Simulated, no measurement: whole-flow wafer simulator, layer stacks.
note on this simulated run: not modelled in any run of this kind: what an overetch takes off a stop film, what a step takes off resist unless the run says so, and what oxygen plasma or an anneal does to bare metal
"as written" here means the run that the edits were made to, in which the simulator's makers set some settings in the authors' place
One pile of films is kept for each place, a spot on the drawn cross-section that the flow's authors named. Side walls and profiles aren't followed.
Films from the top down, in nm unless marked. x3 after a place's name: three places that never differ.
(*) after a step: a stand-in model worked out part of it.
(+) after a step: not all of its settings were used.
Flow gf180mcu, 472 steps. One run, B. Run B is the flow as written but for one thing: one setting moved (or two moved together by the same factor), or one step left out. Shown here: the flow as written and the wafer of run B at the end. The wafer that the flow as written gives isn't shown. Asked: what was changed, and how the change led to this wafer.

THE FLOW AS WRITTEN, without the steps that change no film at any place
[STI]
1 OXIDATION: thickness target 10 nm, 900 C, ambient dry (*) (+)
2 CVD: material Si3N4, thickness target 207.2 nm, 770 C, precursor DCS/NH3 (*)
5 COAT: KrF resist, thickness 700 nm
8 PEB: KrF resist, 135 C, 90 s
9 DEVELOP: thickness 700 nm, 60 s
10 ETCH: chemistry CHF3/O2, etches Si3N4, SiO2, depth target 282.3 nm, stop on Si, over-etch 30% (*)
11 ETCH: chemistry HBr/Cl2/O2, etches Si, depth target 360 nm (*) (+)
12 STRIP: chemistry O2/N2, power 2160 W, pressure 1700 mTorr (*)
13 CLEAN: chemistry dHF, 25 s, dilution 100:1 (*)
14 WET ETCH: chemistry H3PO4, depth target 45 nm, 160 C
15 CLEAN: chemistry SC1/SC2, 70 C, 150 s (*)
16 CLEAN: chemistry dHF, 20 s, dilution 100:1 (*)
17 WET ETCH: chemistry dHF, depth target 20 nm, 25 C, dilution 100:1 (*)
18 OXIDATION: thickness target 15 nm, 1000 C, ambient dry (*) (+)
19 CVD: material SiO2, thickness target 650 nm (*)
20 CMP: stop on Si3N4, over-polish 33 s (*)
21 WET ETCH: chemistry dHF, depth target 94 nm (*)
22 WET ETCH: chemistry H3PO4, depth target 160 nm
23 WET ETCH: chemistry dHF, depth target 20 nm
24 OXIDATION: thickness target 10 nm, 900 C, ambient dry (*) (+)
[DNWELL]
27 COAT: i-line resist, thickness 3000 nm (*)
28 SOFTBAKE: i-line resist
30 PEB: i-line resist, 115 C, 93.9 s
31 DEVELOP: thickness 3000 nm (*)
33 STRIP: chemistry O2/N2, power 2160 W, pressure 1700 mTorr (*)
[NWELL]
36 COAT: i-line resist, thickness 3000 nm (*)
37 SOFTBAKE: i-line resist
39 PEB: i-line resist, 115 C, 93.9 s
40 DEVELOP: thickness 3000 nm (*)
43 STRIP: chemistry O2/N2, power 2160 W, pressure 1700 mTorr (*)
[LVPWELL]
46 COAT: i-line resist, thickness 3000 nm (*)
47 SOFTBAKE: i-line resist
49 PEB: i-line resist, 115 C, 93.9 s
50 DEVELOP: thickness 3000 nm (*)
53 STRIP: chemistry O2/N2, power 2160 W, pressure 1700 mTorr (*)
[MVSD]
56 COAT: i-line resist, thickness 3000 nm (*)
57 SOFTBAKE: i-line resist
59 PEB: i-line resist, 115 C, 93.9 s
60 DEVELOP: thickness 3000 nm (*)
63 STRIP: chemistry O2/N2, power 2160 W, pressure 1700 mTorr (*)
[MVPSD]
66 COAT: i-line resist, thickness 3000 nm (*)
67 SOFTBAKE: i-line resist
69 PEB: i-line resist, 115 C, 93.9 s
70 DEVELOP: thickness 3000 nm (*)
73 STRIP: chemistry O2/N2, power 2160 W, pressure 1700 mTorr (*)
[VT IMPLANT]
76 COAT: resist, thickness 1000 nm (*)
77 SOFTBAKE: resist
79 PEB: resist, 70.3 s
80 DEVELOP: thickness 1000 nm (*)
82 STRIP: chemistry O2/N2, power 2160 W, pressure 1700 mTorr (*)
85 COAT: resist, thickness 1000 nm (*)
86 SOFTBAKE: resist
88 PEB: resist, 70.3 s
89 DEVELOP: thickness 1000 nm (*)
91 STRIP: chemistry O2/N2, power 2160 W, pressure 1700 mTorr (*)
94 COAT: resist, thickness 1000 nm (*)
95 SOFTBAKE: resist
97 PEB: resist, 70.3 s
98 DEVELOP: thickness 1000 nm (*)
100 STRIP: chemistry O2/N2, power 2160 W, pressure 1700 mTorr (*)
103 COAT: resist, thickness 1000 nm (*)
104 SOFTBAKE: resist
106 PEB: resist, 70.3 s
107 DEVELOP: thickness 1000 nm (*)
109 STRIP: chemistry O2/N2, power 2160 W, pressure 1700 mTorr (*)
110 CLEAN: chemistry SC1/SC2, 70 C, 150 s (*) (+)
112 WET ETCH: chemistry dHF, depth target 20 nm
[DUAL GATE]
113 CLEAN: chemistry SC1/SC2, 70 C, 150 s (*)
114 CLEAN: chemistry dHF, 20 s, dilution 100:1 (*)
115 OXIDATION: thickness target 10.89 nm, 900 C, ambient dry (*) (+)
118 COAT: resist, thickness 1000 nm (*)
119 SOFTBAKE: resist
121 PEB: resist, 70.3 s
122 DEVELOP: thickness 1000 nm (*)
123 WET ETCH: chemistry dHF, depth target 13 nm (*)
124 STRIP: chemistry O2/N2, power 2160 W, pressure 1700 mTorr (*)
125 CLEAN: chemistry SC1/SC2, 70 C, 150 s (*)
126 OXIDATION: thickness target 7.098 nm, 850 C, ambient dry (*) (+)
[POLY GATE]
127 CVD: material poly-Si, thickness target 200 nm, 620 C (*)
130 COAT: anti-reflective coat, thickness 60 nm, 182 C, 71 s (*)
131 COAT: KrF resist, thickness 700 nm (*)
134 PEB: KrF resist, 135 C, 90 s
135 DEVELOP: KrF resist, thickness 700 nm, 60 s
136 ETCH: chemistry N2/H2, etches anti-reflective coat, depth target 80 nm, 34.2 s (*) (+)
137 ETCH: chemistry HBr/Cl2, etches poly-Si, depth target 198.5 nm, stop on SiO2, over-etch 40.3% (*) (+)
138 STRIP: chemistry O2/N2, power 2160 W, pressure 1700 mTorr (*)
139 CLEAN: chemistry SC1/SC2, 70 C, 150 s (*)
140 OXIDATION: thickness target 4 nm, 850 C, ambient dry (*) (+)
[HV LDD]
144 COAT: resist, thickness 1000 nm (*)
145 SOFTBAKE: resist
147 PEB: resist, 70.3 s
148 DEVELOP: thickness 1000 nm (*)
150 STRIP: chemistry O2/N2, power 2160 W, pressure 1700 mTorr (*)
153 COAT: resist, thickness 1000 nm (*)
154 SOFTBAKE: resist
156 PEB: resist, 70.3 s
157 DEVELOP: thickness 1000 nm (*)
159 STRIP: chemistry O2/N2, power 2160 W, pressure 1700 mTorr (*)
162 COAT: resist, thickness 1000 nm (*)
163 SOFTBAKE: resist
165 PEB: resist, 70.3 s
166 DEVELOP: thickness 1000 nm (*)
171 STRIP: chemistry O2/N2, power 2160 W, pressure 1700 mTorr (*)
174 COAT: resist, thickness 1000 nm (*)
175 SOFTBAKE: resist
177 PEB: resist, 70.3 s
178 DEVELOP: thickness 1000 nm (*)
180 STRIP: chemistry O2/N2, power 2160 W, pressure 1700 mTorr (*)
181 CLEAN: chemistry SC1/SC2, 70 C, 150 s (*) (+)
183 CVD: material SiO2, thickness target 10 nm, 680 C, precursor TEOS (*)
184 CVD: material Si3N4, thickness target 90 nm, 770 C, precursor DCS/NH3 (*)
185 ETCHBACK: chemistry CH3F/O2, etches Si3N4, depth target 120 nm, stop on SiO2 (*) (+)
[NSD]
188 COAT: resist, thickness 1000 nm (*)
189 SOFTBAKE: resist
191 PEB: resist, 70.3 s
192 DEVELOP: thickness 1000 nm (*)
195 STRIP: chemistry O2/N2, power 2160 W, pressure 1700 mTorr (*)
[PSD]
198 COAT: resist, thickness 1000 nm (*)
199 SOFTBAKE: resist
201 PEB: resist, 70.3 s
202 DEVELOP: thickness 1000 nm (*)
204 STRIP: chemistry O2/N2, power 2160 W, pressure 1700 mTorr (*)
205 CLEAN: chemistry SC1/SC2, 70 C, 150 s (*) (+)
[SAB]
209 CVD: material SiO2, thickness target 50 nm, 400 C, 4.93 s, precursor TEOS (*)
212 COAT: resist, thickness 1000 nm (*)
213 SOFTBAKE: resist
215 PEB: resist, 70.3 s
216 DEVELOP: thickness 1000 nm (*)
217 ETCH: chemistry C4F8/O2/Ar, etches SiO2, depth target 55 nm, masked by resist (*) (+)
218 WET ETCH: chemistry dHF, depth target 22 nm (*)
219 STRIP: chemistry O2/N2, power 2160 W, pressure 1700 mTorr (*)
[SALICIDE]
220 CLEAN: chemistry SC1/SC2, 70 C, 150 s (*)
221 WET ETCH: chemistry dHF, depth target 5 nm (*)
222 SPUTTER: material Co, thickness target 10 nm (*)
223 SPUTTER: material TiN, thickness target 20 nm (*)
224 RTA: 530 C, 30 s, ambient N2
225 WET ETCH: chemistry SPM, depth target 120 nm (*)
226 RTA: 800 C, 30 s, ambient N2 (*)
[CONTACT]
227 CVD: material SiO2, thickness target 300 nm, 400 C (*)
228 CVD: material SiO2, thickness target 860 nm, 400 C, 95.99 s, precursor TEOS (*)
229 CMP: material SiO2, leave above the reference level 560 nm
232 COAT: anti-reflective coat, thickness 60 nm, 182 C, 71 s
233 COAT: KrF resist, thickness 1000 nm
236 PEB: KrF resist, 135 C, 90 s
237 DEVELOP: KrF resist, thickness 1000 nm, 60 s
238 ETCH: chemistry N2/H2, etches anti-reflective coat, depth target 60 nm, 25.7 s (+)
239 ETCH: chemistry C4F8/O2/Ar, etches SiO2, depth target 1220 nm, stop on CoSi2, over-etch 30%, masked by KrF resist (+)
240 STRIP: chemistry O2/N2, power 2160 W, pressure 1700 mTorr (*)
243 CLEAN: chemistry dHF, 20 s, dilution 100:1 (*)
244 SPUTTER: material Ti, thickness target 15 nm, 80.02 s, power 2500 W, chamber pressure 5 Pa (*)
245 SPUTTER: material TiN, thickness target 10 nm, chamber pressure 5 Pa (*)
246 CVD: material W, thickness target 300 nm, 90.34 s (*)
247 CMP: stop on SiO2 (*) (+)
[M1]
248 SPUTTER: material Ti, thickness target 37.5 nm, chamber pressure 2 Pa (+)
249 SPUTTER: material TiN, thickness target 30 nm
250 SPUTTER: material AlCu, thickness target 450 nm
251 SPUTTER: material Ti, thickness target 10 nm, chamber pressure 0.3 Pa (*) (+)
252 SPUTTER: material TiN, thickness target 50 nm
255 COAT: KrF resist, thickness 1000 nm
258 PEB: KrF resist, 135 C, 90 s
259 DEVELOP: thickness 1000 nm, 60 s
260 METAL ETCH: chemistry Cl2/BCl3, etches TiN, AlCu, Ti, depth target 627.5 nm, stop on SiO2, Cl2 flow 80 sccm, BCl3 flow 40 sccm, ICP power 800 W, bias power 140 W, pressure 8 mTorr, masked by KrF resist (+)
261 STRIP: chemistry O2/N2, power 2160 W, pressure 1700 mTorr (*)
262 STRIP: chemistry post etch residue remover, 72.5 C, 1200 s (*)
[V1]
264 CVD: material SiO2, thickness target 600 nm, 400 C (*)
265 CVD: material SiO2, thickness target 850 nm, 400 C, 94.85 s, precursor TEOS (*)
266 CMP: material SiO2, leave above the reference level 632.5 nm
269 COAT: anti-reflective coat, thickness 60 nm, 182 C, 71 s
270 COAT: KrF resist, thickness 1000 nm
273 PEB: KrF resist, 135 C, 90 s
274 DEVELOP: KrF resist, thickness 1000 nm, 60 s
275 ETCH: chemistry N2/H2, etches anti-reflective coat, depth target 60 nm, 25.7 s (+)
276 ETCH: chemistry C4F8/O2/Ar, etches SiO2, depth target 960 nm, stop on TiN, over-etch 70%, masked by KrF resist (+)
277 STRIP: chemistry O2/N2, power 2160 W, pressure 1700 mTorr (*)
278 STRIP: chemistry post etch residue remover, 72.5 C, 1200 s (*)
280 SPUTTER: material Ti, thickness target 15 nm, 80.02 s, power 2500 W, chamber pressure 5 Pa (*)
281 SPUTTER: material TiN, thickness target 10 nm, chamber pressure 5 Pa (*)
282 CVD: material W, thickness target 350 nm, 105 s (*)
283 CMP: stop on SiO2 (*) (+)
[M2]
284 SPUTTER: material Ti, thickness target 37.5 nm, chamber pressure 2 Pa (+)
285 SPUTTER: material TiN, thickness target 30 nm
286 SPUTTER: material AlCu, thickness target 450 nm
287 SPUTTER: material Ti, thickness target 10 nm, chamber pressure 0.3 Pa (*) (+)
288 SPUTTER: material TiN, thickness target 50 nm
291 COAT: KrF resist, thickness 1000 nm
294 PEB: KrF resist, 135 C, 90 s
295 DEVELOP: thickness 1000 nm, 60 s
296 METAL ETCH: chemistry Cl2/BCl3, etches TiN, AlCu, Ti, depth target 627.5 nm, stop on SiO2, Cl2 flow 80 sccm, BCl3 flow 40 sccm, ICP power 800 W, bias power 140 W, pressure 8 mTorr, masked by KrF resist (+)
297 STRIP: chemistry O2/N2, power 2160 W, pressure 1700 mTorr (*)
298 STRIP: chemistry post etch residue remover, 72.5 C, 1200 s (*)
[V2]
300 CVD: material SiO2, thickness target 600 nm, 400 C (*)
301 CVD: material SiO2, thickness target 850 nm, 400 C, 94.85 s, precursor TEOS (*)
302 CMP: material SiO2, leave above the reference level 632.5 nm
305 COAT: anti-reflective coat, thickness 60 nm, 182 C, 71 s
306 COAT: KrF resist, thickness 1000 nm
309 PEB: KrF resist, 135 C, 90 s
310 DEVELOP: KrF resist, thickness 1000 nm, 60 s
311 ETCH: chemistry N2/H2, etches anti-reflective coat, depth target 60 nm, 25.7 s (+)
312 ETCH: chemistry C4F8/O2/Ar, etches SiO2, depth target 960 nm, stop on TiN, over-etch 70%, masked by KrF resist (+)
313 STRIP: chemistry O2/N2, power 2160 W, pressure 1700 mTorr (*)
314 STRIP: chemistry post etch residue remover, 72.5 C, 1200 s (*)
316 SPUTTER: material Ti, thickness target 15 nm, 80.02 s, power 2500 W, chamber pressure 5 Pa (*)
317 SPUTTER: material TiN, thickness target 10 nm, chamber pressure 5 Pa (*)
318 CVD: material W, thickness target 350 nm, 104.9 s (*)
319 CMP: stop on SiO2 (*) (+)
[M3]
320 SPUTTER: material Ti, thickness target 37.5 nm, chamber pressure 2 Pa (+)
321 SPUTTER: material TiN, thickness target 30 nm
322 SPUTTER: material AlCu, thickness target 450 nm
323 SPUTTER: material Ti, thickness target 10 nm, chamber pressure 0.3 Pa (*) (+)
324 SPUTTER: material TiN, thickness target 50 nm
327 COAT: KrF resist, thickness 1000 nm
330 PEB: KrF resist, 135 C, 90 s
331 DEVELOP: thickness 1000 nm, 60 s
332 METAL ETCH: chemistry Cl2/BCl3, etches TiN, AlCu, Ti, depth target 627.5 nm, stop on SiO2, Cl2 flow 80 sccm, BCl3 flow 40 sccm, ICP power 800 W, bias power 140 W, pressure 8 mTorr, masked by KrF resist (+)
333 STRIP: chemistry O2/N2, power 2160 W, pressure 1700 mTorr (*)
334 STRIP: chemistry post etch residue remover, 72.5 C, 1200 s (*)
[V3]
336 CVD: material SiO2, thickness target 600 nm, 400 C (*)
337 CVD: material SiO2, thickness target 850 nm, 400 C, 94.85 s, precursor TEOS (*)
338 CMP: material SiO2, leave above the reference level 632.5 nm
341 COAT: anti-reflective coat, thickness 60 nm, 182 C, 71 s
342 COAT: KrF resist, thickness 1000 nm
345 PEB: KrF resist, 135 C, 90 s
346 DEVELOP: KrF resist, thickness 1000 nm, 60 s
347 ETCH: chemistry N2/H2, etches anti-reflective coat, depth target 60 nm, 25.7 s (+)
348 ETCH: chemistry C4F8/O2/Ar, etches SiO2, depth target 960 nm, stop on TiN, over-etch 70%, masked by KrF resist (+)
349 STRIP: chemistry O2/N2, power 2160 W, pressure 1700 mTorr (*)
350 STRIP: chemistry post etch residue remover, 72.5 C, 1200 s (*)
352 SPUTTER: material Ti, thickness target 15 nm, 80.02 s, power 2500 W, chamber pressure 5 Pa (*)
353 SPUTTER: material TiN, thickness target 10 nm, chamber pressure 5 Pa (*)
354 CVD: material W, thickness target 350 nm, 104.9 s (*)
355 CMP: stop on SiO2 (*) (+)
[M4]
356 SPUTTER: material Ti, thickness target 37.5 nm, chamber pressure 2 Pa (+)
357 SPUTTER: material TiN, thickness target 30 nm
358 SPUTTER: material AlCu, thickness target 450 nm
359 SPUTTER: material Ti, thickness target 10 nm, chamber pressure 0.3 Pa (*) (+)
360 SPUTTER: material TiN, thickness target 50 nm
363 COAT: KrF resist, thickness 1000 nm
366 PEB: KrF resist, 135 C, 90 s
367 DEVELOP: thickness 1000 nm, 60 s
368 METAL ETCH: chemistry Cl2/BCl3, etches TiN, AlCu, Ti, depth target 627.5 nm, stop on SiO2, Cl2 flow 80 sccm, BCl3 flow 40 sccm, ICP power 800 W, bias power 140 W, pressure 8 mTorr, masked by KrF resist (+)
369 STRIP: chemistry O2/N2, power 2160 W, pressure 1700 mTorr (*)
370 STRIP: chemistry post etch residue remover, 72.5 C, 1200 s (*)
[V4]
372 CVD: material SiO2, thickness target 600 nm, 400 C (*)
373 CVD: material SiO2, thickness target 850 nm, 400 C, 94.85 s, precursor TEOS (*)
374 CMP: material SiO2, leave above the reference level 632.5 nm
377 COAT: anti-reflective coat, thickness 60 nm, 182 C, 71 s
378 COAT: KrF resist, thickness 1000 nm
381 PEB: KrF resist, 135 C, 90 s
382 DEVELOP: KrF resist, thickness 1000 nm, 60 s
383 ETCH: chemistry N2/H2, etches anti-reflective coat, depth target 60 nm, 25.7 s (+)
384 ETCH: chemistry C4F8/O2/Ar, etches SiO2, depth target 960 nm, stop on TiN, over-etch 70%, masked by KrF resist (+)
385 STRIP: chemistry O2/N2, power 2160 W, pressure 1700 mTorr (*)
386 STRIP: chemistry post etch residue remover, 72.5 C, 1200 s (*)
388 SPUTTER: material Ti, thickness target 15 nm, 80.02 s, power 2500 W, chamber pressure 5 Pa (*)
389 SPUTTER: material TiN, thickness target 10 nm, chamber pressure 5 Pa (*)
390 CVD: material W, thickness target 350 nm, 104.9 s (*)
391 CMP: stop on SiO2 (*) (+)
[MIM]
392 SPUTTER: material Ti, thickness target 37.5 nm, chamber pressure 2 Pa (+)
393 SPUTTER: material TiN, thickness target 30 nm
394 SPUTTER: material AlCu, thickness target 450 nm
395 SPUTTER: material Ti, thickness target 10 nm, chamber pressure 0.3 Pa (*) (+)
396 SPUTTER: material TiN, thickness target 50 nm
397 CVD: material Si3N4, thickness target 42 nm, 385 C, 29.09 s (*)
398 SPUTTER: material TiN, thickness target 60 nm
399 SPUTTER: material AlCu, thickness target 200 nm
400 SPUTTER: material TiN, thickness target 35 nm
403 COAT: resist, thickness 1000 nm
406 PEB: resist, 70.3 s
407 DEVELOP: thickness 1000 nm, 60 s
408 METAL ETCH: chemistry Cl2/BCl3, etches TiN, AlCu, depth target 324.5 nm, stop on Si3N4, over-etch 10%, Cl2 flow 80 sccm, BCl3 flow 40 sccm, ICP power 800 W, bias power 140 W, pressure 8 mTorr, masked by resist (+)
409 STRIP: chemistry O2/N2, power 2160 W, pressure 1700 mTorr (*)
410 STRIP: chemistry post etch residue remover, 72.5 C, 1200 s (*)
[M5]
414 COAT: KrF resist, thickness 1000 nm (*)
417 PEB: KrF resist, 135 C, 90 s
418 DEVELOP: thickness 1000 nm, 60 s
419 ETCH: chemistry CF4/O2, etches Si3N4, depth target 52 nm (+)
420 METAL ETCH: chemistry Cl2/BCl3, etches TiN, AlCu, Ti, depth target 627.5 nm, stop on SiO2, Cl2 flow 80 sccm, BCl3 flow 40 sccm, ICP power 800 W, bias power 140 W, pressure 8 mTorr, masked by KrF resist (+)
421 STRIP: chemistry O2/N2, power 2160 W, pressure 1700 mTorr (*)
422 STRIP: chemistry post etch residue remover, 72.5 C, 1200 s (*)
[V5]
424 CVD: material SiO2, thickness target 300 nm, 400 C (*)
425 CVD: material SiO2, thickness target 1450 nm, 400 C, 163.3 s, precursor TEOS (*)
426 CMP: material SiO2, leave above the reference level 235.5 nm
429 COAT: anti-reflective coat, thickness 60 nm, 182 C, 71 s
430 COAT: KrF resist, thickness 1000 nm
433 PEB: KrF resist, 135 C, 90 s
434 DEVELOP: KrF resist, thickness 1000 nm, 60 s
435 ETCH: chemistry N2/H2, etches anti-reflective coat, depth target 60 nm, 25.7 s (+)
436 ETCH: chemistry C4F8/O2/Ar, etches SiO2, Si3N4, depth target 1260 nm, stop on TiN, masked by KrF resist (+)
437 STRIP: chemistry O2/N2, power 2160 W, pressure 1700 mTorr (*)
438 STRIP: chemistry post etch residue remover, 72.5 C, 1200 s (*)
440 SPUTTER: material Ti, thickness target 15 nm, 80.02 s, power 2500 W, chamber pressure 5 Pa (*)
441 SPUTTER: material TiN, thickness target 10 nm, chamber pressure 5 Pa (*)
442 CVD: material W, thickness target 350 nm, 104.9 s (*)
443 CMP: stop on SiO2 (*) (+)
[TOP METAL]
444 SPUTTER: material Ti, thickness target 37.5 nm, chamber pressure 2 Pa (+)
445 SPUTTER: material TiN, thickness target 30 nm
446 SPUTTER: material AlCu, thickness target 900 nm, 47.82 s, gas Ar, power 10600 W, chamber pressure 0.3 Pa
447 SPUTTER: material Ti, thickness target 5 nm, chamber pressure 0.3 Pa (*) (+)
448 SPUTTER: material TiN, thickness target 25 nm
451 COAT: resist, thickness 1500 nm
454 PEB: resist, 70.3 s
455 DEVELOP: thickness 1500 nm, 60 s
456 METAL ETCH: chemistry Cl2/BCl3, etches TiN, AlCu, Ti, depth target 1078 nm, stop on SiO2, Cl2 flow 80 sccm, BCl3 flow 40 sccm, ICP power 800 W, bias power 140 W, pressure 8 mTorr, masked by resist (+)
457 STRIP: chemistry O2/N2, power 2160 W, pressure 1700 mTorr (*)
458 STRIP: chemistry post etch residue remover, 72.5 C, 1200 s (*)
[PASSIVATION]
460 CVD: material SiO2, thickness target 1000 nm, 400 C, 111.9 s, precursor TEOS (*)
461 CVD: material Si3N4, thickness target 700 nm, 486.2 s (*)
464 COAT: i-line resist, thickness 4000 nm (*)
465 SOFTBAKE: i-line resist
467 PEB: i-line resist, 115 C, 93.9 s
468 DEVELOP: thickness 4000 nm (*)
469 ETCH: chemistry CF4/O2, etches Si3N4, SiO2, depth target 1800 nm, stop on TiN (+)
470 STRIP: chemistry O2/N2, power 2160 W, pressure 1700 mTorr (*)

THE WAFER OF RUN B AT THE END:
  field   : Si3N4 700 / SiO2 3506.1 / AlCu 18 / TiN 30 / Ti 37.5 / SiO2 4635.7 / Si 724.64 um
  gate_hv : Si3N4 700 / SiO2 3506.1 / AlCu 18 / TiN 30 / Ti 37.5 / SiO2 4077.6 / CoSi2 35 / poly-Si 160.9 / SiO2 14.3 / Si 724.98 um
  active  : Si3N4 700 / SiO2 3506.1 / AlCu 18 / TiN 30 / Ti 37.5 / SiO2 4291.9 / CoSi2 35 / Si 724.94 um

The cause: step 368, METAL ETCH: depth target 486.3 nm was run, where the flow has depth target 627.5 nm.

How the change led to this, step by step:
  368 METAL ETCH: chemistry Cl2/BCl3, etches TiN, AlCu, Ti, depth target 627.5 nm, stop on SiO2, Cl2 flow 80 sccm, BCl3 flow 40 sccm, ICP power 800 W, bias power 140 W, pressure 8 mTorr, masked by KrF resist (+)
      field, field__w1, field__w2 and 103 more: TiN -50 (all of it), Ti -10 (all of it), AlCu -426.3 (as written it would be: TiN -50 (all of it), Ti -10 (all of it), AlCu -450 (all of it), TiN -30 (all of it), Ti -37.5 (all of it))
      field__w8, contact, m1, m1__w1, m1_nw: KrF resist -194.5 (as written it would be: KrF resist -251)
  369 STRIP: chemistry O2/N2, power 2160 W, pressure 1700 mTorr (*)
      field__w8, contact, m1, m1__w1, m1_nw: KrF resist -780 (all of it) (as written it would be: KrF resist -723.5 (all of it))
  370 STRIP: chemistry post etch residue remover, 72.5 C, 1200 s (*)
      field, field__w1, field__w2 and 103 more: AlCu -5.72 (as written it would be: nothing)
  372 CVD: material SiO2, thickness target 600 nm, 400 C (*)
      field, field__w1, field__w2 and 103 more: SiO2 +600 (new film) (as written it would be: SiO2 +600)
  374 CMP: material SiO2, leave above the reference level 632.5 nm
      field, field__w1, field__w2 and 103 more: SiO2 -385.5 (as written it would be: SiO2 -300)
Counting metal films that touch as one body, field has 1 body; the flow as written gives 0 bodies.
Counting metal films that touch as one body, gate_hv has 2 bodies (between them, from the top down: SiO2 4077.6); the flow as written gives 1 body.
Counting metal films that touch as one body, active has 2 bodies (between them, from the top down: SiO2 4291.9); the flow as written gives 1 body.
